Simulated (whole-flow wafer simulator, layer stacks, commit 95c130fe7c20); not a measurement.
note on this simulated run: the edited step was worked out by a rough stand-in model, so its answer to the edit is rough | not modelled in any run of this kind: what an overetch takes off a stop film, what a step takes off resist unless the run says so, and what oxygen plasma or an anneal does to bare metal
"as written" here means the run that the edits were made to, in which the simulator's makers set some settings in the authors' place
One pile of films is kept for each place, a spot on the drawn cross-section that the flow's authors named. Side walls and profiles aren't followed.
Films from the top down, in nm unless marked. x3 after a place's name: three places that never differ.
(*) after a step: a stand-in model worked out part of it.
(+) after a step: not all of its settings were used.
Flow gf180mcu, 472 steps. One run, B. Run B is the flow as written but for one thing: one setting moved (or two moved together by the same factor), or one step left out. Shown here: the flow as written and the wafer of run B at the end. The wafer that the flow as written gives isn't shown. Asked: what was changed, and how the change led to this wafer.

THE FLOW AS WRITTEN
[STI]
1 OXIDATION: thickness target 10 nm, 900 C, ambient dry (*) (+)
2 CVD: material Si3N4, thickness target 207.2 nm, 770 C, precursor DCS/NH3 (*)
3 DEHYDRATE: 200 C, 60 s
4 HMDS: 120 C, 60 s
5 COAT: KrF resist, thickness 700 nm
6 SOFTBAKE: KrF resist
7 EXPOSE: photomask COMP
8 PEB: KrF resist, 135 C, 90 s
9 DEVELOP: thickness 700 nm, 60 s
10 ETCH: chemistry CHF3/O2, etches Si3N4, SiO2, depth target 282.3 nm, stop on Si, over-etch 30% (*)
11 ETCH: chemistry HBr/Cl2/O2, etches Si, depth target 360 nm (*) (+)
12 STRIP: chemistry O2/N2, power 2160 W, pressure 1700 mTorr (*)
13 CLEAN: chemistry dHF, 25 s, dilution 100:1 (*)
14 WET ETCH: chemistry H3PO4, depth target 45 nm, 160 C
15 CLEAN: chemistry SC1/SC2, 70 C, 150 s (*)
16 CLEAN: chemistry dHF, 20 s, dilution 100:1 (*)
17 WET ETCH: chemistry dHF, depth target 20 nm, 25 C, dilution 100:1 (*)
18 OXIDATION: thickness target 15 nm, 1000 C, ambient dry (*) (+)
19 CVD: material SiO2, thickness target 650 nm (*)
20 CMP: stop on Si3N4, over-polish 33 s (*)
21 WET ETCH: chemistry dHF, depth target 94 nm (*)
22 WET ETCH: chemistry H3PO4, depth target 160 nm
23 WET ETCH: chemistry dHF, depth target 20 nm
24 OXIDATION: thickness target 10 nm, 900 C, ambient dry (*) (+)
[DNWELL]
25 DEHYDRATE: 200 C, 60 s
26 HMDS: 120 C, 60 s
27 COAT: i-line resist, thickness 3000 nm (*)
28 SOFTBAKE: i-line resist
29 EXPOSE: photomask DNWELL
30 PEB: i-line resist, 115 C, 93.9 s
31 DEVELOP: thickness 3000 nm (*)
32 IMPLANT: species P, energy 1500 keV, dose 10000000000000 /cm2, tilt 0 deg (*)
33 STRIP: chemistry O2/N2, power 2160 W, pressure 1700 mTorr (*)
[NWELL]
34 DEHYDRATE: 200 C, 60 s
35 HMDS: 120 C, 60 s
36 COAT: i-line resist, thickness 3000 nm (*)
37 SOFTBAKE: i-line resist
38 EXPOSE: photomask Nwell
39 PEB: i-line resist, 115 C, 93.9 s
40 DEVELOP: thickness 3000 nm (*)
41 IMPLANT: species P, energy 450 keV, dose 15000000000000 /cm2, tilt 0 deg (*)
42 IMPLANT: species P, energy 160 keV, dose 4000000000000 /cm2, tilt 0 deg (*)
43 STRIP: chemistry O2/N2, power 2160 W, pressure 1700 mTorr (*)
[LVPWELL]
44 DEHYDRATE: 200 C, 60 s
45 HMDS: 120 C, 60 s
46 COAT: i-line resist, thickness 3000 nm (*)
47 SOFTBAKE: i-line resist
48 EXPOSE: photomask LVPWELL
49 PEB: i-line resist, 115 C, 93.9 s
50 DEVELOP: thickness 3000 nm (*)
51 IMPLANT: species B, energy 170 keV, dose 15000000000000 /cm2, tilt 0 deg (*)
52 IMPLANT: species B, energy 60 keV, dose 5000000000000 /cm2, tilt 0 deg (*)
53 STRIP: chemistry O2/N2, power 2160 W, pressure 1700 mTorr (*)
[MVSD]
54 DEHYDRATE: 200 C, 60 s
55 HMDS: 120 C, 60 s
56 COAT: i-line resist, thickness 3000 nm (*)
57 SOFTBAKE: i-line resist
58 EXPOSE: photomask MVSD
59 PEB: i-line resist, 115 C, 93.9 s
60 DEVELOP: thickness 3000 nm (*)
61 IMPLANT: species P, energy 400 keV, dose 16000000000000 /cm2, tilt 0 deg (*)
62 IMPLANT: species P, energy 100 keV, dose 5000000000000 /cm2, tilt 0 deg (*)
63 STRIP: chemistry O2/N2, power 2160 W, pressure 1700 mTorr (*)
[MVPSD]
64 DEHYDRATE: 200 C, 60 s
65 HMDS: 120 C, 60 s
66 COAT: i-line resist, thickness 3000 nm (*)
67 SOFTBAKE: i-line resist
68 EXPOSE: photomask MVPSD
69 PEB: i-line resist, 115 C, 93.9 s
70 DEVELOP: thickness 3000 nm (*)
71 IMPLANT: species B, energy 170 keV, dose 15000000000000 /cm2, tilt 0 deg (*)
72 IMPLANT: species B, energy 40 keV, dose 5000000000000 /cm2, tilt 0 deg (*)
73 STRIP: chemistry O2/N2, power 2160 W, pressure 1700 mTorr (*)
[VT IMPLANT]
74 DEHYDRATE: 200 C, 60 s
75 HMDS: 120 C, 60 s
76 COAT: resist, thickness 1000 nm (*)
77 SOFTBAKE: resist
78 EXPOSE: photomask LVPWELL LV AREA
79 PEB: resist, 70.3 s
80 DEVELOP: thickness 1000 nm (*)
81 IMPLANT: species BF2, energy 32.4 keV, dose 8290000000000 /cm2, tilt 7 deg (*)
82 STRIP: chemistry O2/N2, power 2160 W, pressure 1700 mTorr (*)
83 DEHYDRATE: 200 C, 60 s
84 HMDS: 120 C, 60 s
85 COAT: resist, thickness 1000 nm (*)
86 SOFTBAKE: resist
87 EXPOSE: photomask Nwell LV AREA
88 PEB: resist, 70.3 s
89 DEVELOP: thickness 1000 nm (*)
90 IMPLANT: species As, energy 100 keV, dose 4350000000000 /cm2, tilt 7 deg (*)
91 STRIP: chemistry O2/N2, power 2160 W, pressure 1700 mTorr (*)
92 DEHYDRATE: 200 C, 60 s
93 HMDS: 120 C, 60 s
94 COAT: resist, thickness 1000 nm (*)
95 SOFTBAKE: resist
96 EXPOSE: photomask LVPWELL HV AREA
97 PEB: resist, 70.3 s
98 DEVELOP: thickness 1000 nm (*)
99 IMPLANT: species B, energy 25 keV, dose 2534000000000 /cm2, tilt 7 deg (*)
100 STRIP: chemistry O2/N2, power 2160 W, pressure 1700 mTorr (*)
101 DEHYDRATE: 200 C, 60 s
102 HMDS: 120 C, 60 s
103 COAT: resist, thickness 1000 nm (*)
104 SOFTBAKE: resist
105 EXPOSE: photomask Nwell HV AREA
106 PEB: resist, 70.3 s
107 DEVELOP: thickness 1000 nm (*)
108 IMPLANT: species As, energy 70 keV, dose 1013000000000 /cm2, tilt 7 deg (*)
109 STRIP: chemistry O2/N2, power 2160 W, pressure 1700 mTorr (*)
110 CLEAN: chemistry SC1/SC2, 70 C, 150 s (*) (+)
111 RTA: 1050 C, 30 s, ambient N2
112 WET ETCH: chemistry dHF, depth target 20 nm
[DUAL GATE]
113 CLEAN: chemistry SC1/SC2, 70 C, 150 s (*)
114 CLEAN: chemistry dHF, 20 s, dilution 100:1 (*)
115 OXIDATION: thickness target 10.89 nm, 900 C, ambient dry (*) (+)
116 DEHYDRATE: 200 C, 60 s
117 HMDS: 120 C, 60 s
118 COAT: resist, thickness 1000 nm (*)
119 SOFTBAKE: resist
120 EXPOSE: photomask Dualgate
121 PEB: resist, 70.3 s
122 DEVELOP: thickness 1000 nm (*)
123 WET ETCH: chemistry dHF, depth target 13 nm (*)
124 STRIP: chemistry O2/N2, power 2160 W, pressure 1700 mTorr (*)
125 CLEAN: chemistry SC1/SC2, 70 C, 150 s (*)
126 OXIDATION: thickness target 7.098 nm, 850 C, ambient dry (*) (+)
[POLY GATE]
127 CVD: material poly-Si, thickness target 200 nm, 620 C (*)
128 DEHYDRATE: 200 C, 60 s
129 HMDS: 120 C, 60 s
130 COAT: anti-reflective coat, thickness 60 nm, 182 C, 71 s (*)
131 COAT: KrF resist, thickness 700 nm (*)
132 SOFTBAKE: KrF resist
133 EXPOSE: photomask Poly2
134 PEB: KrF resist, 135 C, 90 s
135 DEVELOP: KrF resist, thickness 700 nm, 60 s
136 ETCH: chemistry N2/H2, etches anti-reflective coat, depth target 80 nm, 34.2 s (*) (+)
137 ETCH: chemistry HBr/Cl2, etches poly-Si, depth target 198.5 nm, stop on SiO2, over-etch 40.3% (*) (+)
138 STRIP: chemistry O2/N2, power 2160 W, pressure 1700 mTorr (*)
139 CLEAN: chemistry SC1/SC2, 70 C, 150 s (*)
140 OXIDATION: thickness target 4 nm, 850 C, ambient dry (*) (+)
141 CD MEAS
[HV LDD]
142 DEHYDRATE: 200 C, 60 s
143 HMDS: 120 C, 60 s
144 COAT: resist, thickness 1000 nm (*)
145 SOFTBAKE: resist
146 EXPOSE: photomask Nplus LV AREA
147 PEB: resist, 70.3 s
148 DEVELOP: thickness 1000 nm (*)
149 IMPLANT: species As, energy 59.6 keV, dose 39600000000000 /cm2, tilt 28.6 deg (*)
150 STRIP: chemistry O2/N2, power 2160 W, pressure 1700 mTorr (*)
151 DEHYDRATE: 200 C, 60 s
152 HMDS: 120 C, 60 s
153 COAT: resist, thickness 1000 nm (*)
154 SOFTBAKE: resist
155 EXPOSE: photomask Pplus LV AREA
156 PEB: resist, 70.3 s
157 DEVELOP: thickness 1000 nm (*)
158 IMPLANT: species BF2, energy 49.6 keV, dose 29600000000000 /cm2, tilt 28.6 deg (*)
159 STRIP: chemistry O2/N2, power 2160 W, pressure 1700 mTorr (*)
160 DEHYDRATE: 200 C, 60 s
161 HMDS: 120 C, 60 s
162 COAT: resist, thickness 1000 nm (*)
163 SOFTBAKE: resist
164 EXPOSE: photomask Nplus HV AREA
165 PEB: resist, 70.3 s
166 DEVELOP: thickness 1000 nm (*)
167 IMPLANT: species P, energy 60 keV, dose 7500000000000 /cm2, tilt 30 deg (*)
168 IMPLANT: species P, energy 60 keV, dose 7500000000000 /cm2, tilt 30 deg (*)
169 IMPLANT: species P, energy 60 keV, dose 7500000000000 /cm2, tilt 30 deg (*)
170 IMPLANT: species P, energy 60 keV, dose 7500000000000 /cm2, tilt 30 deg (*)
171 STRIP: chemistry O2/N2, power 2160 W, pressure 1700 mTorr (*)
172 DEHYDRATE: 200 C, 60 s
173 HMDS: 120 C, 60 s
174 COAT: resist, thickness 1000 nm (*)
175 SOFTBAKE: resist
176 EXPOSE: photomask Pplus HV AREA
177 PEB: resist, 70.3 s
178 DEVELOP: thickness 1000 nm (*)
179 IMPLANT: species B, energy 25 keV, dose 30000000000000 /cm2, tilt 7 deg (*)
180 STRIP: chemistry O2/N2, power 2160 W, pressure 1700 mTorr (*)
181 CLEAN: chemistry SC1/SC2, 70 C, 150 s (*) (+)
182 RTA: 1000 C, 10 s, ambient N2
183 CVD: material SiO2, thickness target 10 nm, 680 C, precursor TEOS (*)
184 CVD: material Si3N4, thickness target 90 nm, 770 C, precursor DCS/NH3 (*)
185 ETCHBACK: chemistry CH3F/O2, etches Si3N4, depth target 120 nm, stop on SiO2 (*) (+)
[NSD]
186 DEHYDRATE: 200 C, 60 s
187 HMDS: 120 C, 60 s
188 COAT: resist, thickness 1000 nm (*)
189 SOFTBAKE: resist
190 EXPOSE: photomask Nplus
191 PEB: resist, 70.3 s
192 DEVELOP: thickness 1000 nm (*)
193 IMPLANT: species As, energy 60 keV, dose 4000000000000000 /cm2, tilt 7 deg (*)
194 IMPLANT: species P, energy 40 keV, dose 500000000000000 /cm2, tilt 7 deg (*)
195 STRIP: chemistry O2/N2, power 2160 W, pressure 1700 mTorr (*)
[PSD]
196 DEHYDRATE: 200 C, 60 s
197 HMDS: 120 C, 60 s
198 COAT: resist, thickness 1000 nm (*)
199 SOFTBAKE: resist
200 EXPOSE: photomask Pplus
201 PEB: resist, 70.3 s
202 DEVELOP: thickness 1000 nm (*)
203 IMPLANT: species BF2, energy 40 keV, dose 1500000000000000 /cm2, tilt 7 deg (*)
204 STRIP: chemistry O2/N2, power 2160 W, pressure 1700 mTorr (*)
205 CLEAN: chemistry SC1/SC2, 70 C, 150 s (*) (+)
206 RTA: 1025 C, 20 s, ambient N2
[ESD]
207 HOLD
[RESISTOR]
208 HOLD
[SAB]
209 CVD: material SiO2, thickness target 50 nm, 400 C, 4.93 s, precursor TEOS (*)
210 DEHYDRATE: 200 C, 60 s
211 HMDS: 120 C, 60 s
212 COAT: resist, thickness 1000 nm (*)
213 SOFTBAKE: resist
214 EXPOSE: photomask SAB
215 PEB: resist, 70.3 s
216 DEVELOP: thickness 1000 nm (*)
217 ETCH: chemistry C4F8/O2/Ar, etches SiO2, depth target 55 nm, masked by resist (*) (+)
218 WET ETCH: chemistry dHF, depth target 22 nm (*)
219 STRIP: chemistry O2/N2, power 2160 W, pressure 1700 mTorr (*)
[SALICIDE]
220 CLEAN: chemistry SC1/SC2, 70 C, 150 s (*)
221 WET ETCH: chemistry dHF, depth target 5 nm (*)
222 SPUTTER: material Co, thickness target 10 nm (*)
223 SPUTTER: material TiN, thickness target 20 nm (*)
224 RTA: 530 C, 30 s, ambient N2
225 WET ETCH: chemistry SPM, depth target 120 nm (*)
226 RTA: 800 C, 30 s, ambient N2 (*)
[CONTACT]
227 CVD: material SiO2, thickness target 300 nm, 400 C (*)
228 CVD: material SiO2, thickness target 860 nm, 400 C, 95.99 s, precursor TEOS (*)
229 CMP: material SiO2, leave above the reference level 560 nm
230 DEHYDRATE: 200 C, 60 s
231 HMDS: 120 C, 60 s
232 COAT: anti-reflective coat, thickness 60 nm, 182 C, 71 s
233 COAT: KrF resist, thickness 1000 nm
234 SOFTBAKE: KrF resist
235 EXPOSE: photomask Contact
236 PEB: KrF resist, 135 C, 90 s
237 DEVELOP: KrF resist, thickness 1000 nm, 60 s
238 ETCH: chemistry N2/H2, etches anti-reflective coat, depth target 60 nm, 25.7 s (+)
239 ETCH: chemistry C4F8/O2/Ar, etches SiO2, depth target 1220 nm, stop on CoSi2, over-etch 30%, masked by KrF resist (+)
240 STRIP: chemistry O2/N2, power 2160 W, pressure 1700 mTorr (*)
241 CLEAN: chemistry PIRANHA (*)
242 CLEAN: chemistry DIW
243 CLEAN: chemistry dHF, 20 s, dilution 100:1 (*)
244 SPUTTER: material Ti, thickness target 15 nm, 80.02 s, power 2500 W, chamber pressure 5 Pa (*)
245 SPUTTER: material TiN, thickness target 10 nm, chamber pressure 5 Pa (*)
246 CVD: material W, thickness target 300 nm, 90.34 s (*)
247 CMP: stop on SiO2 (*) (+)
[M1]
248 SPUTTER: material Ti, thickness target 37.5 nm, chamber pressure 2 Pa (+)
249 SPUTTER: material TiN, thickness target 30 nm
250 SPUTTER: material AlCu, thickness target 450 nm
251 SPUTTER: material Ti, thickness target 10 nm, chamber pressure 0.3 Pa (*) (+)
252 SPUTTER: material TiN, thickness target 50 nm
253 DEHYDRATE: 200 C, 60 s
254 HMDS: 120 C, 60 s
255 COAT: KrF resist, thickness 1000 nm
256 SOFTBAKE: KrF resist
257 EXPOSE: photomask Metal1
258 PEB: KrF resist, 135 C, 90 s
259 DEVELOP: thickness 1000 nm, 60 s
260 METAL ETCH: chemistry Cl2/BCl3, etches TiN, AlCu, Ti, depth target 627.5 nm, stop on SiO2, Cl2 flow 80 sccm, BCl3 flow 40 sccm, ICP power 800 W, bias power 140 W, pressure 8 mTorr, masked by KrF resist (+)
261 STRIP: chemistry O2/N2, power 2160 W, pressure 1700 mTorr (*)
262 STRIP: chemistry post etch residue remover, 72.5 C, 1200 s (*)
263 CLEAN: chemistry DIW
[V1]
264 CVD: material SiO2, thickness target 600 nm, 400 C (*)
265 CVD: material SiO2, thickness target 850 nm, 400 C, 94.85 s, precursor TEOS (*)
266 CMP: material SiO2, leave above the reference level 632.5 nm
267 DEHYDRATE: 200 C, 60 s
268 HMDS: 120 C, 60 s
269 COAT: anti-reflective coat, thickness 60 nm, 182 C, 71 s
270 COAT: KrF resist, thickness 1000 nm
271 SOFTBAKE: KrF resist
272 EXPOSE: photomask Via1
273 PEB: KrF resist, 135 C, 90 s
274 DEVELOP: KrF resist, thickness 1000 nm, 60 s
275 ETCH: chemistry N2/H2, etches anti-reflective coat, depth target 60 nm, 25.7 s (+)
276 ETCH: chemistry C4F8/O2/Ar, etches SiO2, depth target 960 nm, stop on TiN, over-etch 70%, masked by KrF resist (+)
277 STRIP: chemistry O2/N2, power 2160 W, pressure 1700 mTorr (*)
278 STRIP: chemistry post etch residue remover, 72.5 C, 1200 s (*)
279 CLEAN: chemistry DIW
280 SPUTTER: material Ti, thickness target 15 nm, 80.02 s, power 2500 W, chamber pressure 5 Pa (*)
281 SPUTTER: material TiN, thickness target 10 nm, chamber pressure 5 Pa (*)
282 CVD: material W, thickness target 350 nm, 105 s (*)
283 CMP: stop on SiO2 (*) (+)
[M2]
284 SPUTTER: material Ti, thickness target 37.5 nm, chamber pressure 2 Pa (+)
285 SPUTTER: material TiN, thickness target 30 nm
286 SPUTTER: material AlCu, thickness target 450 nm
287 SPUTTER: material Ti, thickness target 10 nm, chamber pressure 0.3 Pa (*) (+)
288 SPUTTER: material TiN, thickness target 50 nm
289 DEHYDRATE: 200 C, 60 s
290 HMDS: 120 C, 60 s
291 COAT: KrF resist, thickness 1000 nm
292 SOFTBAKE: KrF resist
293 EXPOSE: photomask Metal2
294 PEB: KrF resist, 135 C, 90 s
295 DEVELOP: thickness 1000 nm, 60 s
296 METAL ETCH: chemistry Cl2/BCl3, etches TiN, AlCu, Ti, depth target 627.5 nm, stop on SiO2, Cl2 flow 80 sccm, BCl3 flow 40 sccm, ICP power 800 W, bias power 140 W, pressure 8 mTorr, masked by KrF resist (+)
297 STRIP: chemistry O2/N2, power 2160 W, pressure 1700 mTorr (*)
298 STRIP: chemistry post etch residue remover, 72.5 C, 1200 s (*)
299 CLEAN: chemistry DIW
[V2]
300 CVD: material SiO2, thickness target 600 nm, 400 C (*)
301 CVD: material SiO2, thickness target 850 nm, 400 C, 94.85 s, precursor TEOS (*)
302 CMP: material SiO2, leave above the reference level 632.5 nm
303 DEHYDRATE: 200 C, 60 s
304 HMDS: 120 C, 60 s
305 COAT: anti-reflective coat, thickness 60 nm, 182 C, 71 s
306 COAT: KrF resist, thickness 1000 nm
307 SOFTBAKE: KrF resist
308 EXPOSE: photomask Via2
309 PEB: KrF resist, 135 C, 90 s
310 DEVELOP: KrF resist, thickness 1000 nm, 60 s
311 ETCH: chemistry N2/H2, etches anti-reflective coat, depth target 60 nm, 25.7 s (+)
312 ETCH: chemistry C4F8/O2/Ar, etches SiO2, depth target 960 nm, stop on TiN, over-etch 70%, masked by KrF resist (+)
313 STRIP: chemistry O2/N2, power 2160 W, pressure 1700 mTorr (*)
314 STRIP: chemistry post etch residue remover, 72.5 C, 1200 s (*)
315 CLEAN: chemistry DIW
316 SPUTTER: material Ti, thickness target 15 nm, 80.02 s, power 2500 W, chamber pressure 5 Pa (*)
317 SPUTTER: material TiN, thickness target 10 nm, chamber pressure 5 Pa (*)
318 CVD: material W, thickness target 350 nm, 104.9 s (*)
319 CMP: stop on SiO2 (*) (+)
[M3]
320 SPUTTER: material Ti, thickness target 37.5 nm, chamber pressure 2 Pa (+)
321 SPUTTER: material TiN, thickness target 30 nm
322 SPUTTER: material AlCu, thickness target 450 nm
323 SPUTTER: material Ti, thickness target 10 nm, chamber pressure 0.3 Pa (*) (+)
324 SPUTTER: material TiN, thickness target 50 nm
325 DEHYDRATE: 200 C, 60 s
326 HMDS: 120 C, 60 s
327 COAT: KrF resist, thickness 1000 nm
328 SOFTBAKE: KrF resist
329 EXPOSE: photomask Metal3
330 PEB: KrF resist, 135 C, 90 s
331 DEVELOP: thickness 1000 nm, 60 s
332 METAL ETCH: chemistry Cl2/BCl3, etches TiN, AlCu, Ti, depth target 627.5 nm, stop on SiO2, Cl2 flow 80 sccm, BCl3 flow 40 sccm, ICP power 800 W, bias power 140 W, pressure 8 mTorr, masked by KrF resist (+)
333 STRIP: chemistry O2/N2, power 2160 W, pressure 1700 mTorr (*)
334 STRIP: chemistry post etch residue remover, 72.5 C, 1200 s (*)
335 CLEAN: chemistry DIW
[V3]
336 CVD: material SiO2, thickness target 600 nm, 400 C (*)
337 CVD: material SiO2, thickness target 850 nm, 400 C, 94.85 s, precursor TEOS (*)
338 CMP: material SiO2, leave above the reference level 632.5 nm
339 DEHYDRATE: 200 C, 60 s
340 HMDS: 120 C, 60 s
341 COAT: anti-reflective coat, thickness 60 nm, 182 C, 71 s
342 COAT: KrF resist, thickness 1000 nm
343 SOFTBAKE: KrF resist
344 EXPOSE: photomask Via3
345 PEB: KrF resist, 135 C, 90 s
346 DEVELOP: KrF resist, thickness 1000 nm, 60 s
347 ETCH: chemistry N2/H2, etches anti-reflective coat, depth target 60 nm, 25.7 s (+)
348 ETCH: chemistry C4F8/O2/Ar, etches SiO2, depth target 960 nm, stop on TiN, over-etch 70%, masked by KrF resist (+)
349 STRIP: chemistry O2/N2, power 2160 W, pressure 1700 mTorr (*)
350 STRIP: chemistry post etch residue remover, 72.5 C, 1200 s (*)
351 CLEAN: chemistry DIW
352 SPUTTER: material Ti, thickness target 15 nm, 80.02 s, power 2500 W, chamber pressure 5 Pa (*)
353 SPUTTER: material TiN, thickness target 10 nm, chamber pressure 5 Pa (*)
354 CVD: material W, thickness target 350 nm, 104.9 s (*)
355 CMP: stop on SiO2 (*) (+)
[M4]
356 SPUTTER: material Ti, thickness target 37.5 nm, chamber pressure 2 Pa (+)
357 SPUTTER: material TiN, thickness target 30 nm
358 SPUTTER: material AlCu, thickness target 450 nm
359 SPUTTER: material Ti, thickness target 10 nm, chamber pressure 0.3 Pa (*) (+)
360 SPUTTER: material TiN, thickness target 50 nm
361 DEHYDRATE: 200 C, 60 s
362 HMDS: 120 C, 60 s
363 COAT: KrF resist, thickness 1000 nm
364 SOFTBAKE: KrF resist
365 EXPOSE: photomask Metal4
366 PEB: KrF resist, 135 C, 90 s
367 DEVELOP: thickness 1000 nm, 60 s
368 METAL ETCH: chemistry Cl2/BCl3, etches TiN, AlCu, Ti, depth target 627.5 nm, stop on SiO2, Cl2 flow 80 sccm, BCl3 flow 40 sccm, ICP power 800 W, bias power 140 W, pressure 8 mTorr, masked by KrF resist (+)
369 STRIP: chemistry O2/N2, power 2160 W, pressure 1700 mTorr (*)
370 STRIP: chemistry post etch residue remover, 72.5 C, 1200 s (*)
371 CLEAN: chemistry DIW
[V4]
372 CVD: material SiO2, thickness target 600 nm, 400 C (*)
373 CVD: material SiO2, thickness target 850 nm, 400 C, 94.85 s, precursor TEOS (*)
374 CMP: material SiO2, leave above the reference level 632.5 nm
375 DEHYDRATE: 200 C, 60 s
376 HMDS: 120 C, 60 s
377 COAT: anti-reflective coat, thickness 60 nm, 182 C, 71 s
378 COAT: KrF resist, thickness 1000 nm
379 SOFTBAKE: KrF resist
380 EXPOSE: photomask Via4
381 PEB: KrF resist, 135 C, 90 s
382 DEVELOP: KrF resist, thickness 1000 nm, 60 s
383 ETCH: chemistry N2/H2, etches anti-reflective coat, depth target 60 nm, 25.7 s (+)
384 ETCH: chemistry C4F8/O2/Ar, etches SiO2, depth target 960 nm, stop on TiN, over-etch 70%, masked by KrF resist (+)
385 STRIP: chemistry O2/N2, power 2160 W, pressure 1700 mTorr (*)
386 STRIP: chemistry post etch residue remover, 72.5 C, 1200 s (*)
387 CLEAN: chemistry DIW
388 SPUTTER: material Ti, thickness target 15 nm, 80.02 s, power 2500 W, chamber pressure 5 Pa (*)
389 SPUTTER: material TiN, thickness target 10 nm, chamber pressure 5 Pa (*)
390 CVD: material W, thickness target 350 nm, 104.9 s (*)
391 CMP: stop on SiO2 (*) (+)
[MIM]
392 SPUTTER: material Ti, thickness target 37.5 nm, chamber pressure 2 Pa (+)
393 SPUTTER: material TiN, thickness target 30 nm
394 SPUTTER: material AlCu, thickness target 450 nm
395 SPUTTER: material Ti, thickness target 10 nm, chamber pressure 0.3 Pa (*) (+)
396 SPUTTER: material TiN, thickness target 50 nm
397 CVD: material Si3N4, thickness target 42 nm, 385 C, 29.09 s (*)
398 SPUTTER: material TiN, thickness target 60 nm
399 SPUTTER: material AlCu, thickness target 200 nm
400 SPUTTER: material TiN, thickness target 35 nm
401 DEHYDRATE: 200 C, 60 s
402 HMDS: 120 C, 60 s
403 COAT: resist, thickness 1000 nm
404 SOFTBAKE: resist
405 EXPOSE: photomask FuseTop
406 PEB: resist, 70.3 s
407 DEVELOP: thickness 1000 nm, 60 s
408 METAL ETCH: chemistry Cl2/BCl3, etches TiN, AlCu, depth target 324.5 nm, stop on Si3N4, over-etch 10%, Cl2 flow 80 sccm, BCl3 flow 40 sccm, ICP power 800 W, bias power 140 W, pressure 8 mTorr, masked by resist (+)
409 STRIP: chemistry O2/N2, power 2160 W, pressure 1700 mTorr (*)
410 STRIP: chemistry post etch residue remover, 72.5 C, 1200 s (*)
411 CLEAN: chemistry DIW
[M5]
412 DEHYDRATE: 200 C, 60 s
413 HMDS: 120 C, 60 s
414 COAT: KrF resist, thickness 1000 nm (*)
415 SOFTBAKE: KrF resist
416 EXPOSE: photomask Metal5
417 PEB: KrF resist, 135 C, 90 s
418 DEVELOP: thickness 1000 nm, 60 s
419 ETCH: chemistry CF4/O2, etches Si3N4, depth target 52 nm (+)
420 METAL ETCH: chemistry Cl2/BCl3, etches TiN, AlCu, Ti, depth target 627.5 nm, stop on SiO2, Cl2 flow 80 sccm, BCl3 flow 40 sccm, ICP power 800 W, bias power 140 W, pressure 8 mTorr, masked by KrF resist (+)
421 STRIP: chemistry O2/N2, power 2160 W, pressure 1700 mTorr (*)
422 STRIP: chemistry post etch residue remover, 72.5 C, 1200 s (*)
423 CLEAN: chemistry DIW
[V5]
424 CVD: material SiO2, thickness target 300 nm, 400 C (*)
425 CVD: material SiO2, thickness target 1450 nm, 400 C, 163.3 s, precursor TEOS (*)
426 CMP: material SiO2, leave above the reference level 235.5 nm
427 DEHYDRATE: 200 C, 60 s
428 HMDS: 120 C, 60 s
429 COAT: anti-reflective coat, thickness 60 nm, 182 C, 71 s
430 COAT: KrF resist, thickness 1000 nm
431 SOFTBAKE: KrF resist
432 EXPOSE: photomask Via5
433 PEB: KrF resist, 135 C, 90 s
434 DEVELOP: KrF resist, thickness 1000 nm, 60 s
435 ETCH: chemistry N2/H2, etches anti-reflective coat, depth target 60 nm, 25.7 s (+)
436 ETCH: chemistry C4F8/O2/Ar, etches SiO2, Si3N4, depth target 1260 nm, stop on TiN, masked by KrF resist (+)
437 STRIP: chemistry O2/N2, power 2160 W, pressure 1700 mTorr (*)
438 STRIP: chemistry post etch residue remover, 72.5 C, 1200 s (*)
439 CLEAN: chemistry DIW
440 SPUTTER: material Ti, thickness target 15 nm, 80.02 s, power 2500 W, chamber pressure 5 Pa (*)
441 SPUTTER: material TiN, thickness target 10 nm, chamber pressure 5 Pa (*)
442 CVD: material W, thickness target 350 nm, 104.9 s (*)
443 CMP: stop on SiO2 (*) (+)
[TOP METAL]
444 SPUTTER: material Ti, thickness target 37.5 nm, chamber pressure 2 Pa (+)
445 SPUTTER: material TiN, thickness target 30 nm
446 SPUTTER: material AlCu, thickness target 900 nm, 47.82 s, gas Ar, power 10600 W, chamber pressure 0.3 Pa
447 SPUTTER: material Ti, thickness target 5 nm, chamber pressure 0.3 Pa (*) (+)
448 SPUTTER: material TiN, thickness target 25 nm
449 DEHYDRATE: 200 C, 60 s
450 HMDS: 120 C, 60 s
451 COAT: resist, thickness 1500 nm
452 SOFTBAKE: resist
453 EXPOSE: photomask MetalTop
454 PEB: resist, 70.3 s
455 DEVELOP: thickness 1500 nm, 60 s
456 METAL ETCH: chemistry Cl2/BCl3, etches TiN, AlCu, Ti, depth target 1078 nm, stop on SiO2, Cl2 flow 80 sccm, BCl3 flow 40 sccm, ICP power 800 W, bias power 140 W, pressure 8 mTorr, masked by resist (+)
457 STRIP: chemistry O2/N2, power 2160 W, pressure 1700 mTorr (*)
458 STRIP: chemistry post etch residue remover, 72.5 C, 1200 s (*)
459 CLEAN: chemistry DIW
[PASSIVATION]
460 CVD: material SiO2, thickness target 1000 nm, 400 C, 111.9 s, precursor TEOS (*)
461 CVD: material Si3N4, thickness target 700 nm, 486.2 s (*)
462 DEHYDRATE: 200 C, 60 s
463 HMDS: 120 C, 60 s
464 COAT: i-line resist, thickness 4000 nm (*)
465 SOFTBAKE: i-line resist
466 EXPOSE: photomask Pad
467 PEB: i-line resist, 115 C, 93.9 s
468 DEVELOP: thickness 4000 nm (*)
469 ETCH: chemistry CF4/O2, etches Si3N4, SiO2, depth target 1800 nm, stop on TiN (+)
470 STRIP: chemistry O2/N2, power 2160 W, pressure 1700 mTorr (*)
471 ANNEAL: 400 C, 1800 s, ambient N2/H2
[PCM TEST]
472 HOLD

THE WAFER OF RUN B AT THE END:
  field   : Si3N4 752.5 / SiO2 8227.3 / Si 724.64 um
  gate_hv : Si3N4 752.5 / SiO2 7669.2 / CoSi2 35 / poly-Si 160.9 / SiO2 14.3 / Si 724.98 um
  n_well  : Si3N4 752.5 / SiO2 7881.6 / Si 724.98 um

The cause: step 461, CVD: thickness target 752 nm was run, where the flow has thickness target 700 nm; step 461, CVD: 522.6 s was run, where the flow has 486.2 s.

How the change led to this, step by step:
  461 CVD: material Si3N4, thickness target 700 nm, 486.2 s (*)
      field, field__w1, field__w2 and 109 more: Si3N4 +752.5 (new film) (as written it would be: Si3N4 +700 (new film))
  469 ETCH: chemistry CF4/O2, etches Si3N4, SiO2, depth target 1800 nm, stop on TiN (+)
      pad: Si3N4 -752.5 (all of it), SiO2 -1000 (all of it) (as written it would be: Si3N4 -700 (all of it), SiO2 -1000 (all of it))
